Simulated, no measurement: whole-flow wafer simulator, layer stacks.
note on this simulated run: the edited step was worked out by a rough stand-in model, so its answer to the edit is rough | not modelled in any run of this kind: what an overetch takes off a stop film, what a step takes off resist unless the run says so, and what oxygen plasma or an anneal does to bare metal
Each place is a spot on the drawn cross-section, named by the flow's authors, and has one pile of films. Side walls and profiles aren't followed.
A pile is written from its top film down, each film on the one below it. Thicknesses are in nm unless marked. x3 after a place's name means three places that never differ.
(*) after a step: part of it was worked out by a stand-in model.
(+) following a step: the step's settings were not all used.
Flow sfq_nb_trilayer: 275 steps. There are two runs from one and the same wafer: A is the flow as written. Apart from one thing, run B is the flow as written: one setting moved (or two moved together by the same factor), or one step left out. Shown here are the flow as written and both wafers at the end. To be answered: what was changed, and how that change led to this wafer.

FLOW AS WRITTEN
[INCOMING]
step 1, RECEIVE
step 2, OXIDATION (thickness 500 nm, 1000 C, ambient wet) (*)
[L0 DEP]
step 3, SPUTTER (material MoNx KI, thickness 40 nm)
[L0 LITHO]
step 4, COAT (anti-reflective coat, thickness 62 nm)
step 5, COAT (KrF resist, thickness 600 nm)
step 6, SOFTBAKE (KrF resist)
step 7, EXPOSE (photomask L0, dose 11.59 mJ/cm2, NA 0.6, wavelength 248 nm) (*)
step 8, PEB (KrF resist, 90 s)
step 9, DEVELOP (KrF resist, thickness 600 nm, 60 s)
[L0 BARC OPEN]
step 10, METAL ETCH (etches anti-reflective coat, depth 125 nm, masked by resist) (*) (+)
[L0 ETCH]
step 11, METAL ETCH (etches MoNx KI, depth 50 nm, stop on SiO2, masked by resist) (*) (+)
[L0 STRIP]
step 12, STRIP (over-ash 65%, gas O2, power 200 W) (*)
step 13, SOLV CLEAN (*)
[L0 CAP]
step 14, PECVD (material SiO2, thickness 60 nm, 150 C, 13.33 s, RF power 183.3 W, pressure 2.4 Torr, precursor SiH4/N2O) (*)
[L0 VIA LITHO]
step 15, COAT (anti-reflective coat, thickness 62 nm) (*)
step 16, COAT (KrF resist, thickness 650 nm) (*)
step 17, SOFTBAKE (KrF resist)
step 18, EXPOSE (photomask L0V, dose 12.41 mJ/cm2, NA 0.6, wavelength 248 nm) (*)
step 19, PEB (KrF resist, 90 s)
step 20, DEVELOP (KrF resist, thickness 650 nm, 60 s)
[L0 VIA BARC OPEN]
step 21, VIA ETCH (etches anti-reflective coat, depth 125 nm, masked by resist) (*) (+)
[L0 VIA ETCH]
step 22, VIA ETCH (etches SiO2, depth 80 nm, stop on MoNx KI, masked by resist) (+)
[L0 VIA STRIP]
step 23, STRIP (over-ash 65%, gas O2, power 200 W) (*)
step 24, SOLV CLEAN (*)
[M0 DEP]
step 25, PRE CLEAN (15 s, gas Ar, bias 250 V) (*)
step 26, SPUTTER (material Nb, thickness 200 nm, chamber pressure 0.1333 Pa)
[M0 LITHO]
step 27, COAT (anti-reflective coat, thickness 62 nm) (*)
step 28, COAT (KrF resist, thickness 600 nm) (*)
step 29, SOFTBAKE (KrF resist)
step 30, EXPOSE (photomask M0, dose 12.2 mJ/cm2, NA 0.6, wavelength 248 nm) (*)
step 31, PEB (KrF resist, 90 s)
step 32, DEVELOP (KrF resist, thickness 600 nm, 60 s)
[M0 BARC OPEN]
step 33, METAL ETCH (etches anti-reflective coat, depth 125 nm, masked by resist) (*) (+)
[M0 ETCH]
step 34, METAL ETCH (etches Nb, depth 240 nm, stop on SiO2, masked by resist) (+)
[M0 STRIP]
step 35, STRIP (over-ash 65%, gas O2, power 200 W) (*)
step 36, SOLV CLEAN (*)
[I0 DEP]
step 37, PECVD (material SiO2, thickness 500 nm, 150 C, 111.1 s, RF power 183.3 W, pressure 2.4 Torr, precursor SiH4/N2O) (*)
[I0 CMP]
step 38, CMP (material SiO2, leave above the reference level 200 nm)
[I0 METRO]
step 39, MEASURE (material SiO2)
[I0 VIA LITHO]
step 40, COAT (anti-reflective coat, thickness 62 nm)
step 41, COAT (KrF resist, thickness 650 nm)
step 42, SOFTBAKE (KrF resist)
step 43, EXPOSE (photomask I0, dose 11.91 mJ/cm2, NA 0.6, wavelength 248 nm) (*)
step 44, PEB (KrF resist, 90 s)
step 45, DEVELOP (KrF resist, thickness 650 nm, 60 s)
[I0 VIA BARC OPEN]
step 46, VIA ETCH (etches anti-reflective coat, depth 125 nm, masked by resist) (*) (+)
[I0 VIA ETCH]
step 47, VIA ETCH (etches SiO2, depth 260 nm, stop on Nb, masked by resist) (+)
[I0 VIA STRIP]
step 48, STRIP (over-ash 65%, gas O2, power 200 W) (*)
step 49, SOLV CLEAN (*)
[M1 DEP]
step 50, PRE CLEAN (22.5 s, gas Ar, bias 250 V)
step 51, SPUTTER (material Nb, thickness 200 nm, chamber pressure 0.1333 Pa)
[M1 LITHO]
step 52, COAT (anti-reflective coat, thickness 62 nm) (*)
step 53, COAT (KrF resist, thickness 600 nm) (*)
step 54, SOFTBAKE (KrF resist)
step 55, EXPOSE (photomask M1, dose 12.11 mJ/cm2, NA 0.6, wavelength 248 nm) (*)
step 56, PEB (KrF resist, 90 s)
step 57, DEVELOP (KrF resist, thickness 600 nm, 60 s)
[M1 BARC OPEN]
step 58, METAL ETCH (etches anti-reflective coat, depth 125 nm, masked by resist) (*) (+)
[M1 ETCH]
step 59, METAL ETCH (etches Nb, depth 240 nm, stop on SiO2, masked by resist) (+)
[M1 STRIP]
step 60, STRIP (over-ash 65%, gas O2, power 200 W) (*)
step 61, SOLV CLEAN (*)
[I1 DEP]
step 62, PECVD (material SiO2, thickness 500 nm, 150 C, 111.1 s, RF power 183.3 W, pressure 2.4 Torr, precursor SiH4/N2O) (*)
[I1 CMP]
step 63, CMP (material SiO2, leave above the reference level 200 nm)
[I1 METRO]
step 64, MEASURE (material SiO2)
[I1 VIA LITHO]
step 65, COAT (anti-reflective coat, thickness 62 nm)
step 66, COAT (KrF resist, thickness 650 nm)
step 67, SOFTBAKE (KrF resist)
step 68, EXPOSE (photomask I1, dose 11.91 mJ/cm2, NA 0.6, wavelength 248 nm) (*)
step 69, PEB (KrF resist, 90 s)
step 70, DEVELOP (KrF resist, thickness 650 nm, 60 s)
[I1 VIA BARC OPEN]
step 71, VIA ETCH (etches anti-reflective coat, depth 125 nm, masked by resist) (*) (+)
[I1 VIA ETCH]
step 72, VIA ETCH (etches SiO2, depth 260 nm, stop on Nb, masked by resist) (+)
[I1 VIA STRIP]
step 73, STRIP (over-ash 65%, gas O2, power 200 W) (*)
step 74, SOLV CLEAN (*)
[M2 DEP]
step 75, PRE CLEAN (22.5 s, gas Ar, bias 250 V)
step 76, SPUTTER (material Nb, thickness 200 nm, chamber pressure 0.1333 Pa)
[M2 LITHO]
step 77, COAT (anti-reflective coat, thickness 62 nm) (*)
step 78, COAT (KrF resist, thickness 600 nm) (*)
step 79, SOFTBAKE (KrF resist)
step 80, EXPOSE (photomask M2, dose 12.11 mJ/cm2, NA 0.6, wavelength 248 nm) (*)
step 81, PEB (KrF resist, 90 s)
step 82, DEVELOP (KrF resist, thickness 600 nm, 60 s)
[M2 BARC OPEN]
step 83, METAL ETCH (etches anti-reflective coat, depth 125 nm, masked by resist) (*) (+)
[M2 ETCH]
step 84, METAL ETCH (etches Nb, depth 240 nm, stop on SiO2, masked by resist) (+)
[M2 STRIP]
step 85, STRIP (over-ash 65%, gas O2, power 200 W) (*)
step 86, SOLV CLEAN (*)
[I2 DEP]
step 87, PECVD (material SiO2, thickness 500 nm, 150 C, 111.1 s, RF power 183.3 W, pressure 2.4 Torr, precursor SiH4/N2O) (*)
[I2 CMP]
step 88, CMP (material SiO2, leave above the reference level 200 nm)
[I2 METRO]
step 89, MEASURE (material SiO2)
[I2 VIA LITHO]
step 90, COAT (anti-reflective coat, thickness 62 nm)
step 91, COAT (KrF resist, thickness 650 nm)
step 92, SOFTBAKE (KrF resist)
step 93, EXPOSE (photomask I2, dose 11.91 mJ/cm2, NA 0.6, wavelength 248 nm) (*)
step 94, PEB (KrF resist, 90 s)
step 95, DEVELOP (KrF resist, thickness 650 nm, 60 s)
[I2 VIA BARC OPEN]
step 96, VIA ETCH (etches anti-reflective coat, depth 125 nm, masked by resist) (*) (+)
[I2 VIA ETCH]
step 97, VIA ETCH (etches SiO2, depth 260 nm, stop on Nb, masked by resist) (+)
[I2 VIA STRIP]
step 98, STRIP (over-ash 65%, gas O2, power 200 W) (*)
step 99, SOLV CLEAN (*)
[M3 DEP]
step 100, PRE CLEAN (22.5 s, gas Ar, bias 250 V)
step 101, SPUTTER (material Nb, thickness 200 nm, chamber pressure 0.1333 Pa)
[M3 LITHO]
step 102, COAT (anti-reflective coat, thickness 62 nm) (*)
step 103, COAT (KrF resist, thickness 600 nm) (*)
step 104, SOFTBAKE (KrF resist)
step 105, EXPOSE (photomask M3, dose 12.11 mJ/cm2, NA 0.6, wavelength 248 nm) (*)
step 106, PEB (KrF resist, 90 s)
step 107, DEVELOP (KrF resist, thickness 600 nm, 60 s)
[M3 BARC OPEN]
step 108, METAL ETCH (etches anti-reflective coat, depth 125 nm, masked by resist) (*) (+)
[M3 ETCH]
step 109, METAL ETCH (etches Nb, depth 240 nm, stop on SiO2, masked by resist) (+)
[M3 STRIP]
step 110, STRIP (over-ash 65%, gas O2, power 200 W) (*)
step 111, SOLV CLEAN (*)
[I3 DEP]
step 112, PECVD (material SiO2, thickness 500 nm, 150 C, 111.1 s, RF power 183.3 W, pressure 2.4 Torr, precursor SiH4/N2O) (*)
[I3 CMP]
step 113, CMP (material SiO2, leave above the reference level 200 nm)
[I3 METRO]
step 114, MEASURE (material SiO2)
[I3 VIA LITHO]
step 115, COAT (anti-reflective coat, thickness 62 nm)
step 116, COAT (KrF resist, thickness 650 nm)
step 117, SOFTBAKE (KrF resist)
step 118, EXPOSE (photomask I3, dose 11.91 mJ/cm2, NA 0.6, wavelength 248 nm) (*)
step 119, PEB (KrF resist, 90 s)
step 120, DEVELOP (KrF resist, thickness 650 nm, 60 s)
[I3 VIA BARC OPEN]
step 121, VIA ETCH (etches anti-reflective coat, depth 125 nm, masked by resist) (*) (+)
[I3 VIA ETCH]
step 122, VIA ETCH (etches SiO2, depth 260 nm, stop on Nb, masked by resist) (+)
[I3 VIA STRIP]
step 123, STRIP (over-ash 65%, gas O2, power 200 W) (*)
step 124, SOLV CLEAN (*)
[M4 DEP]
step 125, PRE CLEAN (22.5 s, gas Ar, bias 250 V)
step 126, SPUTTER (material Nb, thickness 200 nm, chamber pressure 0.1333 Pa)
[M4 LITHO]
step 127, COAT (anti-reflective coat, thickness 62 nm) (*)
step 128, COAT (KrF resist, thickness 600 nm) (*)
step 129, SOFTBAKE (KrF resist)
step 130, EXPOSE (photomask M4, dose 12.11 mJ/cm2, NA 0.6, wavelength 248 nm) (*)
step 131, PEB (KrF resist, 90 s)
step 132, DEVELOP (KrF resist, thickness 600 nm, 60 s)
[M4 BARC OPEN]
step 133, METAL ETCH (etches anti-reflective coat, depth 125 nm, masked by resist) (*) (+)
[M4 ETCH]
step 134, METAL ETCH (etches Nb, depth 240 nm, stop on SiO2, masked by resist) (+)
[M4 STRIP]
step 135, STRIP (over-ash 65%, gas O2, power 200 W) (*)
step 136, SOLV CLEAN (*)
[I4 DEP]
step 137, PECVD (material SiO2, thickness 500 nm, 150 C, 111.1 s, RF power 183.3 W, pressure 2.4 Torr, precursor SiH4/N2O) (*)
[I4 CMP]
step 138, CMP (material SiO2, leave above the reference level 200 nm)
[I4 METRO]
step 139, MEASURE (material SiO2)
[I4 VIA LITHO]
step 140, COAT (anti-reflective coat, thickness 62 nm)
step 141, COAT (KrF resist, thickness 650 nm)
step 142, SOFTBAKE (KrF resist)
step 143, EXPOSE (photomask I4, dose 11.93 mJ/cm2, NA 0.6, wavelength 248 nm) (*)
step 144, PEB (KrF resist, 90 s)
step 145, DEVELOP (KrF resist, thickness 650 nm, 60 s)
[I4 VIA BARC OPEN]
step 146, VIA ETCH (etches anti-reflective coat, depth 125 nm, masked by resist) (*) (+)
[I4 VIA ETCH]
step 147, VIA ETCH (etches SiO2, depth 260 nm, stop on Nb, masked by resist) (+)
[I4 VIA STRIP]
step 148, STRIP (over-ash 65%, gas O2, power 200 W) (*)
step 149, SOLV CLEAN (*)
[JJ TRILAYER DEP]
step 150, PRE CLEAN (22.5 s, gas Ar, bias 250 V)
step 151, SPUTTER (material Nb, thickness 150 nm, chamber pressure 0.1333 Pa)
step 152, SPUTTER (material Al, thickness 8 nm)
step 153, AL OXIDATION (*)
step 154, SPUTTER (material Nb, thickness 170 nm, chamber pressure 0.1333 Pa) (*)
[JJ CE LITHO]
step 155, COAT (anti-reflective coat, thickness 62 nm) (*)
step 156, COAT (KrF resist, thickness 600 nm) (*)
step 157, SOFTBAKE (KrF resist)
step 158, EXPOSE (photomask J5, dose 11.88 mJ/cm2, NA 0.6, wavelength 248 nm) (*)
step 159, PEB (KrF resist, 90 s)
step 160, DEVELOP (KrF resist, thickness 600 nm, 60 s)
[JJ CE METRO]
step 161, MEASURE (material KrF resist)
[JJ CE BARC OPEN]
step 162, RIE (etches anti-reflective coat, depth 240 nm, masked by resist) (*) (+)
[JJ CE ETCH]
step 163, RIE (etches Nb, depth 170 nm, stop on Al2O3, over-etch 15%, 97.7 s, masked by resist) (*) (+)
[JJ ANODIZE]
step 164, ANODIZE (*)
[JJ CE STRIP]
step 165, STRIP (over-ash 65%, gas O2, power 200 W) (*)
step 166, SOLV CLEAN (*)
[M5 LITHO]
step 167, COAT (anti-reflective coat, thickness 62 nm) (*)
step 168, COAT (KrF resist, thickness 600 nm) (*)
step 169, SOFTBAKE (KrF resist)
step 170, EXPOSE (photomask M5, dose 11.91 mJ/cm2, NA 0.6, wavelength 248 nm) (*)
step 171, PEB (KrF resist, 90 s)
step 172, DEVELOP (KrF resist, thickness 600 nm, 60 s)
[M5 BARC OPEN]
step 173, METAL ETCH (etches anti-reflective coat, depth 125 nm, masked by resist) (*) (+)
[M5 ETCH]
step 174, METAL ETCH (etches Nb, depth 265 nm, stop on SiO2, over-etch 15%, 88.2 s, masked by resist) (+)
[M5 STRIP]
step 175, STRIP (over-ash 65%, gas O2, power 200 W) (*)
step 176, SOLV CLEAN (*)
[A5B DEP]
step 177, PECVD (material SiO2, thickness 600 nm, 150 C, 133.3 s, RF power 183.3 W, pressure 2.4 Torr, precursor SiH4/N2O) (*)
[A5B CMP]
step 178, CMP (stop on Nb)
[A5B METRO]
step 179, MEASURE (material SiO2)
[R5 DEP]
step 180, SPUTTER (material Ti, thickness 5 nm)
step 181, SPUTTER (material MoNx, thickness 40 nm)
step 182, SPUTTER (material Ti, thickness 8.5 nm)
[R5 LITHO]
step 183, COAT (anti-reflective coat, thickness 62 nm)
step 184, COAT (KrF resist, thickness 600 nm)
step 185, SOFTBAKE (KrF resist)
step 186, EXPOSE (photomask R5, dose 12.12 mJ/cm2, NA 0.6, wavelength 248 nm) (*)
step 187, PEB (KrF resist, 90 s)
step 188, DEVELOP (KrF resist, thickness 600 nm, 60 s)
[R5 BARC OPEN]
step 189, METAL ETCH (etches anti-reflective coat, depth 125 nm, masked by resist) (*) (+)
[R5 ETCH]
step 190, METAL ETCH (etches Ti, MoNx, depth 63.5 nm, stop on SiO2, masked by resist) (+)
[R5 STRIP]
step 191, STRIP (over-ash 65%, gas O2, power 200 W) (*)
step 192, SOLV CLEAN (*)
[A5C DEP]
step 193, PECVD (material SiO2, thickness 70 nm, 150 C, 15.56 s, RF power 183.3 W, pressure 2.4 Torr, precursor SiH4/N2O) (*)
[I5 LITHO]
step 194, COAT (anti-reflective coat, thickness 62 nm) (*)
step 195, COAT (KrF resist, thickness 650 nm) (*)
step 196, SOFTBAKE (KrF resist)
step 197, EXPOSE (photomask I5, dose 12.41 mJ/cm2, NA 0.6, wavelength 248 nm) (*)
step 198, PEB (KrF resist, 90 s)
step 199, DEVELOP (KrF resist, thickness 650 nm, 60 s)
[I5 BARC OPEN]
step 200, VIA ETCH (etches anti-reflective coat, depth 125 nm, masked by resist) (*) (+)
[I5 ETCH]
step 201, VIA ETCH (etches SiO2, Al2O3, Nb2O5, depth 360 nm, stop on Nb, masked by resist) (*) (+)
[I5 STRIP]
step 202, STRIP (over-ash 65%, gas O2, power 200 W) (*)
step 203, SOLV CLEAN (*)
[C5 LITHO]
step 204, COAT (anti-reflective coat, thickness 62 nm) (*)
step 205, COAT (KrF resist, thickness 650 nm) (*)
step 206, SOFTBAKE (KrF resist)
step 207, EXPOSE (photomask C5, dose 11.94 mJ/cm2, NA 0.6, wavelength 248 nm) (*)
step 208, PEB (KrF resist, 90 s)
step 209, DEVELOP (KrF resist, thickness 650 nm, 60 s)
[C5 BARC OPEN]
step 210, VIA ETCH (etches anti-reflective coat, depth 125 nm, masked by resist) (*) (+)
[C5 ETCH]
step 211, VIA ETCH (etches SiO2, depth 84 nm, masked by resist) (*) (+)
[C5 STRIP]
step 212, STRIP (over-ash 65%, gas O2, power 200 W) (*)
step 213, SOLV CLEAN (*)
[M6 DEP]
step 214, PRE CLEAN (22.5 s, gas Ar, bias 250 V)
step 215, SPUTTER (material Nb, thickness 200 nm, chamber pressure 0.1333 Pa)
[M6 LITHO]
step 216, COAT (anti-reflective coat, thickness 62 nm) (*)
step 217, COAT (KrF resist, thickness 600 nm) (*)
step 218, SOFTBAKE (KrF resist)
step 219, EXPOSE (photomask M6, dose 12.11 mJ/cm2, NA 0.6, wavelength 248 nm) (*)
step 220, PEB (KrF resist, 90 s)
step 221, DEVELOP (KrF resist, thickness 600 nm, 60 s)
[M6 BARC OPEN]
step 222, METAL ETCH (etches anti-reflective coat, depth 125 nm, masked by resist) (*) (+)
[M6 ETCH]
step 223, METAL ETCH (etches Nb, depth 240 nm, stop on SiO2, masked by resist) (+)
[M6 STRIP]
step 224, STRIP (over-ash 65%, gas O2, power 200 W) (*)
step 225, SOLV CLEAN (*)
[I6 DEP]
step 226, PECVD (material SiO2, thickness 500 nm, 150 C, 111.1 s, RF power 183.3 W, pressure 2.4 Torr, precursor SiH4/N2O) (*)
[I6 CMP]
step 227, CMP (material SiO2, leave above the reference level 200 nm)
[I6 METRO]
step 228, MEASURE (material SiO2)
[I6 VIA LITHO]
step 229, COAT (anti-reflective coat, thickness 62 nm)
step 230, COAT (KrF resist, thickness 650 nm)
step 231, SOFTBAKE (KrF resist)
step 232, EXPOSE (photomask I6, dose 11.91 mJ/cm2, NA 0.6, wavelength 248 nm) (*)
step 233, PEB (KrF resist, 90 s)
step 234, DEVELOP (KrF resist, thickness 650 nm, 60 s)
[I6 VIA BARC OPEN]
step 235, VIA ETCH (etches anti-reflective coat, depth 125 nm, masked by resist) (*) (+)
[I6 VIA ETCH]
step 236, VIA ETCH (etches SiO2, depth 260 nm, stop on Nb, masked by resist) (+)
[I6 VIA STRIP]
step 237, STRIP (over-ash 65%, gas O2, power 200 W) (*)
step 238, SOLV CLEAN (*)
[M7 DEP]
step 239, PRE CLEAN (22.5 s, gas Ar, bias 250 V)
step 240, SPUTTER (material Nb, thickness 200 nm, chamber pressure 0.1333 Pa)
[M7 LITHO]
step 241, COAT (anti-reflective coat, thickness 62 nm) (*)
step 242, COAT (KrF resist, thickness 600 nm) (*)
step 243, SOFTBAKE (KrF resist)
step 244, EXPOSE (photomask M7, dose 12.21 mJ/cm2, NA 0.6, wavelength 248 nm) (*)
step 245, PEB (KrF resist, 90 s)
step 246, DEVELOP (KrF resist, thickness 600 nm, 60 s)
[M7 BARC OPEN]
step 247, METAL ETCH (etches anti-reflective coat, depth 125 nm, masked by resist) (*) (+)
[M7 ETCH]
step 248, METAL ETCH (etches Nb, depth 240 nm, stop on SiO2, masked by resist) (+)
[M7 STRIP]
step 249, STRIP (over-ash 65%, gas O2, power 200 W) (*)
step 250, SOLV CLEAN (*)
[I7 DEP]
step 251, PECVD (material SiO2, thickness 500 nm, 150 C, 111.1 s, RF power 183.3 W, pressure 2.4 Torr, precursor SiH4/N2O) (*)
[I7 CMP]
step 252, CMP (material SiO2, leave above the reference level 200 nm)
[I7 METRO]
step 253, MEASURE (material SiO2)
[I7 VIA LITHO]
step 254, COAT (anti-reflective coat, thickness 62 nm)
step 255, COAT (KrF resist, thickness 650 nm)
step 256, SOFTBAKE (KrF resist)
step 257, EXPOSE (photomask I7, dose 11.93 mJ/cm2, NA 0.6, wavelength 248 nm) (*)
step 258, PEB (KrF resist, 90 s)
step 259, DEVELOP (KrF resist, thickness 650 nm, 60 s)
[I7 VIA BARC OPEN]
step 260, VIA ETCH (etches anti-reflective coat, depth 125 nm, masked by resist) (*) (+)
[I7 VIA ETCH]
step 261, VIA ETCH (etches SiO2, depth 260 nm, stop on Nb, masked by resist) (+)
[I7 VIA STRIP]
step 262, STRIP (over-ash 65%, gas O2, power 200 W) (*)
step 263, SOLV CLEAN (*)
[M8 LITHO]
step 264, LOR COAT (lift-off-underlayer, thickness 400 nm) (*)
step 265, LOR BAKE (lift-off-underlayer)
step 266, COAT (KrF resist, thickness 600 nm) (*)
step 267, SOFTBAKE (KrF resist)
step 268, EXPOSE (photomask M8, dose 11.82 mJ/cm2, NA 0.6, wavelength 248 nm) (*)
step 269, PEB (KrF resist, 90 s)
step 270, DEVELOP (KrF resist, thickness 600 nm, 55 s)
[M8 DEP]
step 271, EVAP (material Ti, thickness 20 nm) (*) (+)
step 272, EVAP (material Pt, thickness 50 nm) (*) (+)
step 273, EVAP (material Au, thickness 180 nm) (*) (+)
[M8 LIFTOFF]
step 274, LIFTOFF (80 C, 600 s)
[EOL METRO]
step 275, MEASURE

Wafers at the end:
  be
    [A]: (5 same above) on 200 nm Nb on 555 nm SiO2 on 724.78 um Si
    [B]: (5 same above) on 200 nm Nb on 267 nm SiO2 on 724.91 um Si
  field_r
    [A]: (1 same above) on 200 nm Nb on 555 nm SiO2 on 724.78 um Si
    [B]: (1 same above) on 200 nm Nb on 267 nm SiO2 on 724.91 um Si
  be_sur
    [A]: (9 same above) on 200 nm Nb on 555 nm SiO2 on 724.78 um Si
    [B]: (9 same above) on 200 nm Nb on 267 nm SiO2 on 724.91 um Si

The reason: step 2, OXIDATION: thickness 212 nm was run, while the flow as written has thickness 500 nm.

The path from the change to this, step by step:
  step 2, OXIDATION (thickness 500 nm, 1000 C, ambient wet) (*)
      field_l, v_sur, via_wl and 103 more: A +500 SiO2 (new film), -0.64 chemical SiO2 (all of it), -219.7 Si | B +212 SiO2 (new film), -0.64 chemical SiO2 (all of it), -93 Si
